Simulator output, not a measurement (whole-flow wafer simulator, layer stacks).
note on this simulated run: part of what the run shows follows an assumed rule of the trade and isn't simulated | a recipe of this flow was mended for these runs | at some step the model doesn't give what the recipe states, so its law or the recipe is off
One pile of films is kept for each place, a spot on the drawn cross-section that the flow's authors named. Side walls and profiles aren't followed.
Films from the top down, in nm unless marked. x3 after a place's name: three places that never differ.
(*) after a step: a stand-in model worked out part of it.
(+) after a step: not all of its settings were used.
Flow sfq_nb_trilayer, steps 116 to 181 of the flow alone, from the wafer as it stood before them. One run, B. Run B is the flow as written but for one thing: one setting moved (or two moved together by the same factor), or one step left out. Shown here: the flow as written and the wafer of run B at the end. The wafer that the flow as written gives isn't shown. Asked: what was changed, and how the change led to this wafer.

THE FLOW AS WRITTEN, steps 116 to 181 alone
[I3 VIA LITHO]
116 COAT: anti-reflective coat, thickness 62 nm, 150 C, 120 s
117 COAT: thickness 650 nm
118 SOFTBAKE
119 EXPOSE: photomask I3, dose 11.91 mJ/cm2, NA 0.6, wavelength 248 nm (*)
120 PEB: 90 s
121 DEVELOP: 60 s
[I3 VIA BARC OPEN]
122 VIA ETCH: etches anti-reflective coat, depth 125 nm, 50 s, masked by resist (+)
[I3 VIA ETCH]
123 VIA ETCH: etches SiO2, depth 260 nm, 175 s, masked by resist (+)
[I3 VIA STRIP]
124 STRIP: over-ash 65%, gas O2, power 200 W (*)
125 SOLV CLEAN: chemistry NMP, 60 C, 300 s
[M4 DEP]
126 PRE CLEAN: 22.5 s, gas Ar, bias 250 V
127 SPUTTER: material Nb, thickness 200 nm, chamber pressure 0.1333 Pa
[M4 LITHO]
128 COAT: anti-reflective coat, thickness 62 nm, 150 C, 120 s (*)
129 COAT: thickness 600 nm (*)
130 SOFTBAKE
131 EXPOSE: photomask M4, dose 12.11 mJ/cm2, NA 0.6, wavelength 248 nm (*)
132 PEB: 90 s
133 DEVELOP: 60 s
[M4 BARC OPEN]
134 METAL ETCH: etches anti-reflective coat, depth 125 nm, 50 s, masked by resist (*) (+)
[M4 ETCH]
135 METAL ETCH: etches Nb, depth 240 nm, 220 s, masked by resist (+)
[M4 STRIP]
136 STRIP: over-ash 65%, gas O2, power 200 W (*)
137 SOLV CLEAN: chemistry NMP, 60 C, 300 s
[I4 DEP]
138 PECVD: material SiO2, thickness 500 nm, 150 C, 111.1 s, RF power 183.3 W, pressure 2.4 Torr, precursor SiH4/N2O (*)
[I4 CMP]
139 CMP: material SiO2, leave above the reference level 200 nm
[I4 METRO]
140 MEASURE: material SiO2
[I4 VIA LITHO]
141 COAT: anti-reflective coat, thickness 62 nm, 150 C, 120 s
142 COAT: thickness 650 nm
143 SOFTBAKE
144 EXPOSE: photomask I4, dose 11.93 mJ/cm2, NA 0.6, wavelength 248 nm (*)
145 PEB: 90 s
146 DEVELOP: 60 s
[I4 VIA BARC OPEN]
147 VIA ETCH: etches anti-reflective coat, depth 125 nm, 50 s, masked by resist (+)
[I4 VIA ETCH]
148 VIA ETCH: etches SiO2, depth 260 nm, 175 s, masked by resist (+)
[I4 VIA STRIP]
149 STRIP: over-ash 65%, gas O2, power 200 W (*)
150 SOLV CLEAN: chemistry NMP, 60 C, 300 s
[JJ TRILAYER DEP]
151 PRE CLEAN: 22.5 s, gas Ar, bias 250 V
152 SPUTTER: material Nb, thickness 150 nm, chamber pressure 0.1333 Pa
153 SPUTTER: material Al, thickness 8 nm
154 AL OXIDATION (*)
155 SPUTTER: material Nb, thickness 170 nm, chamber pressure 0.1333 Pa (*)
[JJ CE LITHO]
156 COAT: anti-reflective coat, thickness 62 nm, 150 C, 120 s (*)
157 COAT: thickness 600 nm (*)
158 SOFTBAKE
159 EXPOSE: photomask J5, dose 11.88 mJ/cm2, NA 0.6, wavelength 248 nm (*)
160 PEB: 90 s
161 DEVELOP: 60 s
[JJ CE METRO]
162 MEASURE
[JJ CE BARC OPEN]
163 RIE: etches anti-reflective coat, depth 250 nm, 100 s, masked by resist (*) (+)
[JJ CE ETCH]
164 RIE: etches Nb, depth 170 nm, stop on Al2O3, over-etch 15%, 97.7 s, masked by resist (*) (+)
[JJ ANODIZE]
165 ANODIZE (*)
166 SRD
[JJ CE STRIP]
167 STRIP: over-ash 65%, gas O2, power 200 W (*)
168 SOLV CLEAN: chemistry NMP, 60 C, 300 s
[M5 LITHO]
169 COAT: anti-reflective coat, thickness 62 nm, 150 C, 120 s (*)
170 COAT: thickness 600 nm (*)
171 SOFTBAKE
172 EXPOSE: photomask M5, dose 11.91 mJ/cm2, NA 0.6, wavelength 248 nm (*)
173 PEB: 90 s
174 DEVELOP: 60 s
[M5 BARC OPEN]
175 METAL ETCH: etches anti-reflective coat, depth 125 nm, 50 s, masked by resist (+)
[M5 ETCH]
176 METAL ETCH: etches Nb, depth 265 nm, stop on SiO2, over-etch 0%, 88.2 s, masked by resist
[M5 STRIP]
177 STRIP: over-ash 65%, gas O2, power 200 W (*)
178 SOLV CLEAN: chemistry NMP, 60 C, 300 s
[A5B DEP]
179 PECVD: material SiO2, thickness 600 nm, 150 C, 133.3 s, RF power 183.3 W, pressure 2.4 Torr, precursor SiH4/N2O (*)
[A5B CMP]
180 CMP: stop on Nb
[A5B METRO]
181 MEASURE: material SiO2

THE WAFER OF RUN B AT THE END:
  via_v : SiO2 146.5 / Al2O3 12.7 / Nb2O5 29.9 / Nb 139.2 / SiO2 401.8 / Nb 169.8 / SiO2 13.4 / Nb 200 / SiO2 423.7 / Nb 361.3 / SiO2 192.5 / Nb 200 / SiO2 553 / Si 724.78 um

The cause: step 119, EXPOSE: dose 4.988 mJ/cm2 was run, where the flow has dose 11.91 mJ/cm2.

How the change led to this, step by step:
  121 DEVELOP: 60 s
      via_v: KrF-resist-other-grade -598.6 (as written it would be: KrF-resist-other-grade -648.6 (all of it))
  122 VIA ETCH: etches anti-reflective coat, depth 125 nm, 50 s, masked by resist (+)
      via_v: KrF-resist-other-grade -50 (all of it), anti-reflective coat -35 (as written it would be: anti-reflective coat -62 (all of it), SiO2 -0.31)
  123 VIA ETCH: etches SiO2, depth 260 nm, 175 s, masked by resist (+)
      via_v: anti-reflective coat -27 (all of it), SiO2 -179.1 (as written it would be: SiO2 -199.7 (all of it), Nb -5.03)
  126 PRE CLEAN: 22.5 s, gas Ar, bias 250 V
      via_v: SiO2 -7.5 (as written it would be: Nb -6.45)
  127 SPUTTER: material Nb, thickness 200 nm, chamber pressure 0.1333 Pa
      via_v: Nb +169.8 (new film) (as written it would be: Nb +164.5)
  128 COAT: anti-reflective coat, thickness 62 nm, 150 C, 120 s (*)
      via_wr: anti-reflective coat +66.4 (new film) (as written it would be: anti-reflective coat +68.3 (new film))
      via_sp: anti-reflective coat +39 (new film) (as written it would be: anti-reflective coat +41.4 (new film))
      (and at 3 more places)
  129 COAT: thickness 600 nm (*)
      via_v: KrF-resist-other-grade +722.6 (new film) (as written it would be: KrF-resist-other-grade +739.4 (new film))
  134 METAL ETCH: etches anti-reflective coat, depth 125 nm, 50 s, masked by resist (*) (+)
      be: anti-reflective coat -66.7 (all of it) (as written it would be: anti-reflective coat -68.4 (all of it))
  136 STRIP: over-ash 65%, gas O2, power 200 W (*)
      via_wr: KrF-resist-other-grade -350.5 (all of it), anti-reflective coat -66.4 (all of it) (as written it would be: KrF-resist-other-grade -348.5 (all of it), anti-reflective coat -68.3 (all of it))
      via_sp: KrF-resist-other-grade -367.6 (all of it), anti-reflective coat -39 (all of it) (as written it would be: KrF-resist-other-grade -364.7 (all of it), anti-reflective coat -41.4 (all of it))
      (and at 2 more places)
  138 PECVD: material SiO2, thickness 500 nm, 150 C, 111.1 s, RF power 183.3 W, pressure 2.4 Torr, precursor SiH4/N2O (*)
      via_v: SiO2 +566.4 (new film) (as written it would be: SiO2 +621.2 (new film))
  139 CMP: material SiO2, leave above the reference level 200 nm
      via_v: SiO2 -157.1 (as written it would be: SiO2 -181.6)
Counting metal films that touch as one body, via_v has 5 bodies (between them, from the top down: SiO2 401.8; SiO2 13.4; SiO2 423.7; SiO2 192.5); the flow as written gives 4 bodies (between them, from the top down: SiO2 432; SiO2 423.7; SiO2 192.5).
